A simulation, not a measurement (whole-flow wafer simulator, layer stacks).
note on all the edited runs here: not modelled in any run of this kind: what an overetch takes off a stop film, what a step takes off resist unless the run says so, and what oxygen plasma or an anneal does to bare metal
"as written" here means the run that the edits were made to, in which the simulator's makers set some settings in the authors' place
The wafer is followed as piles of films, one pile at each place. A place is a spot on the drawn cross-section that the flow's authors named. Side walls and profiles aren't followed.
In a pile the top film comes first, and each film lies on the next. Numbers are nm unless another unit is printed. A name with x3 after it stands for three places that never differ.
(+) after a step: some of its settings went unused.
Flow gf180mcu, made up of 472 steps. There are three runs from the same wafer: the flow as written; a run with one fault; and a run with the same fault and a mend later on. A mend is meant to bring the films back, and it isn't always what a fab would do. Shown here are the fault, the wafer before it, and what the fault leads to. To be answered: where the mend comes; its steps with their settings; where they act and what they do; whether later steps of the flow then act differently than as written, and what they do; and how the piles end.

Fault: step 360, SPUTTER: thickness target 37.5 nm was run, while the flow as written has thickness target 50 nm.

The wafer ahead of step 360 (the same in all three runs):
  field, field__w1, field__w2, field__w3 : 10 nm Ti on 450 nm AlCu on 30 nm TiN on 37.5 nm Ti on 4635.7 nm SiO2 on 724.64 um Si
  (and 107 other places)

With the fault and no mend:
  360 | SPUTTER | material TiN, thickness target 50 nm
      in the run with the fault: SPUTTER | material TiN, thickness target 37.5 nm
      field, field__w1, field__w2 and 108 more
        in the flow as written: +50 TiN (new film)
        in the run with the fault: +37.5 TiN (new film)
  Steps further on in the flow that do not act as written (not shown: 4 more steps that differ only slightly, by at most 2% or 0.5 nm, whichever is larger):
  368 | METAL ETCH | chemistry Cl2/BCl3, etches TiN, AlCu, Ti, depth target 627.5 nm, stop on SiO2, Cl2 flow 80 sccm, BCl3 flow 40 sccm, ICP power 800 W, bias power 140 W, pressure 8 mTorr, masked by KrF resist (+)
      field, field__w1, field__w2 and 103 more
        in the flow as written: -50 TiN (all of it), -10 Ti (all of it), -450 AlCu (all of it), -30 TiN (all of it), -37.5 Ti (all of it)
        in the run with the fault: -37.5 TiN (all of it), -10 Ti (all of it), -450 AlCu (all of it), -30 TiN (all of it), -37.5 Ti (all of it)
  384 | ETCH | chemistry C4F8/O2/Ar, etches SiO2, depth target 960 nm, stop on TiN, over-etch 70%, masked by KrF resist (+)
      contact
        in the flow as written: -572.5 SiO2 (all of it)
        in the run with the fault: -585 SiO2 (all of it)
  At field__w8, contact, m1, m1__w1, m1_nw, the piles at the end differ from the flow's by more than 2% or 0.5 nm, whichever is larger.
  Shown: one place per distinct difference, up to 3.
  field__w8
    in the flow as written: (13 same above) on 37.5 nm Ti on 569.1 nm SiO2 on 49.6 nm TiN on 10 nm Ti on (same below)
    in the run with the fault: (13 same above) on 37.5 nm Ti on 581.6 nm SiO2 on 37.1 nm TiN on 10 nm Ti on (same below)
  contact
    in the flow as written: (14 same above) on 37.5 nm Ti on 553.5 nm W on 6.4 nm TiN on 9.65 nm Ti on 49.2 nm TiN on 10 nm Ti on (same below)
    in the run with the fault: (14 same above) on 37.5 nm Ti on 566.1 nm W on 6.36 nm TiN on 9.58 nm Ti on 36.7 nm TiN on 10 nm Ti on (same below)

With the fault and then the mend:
  After step 360 comes the mend.
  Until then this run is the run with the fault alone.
  360a | SPUTTER | material TiN, thickness target 12.5 nm (the flow's step 360 again, with other settings)
      field, field__w1, field__w2 and 108 more
        +12.5 TiN
  Later steps of the flow that are run all act as written at every place that is followed.
  The piles end the same as the flow's at every place that both follow.
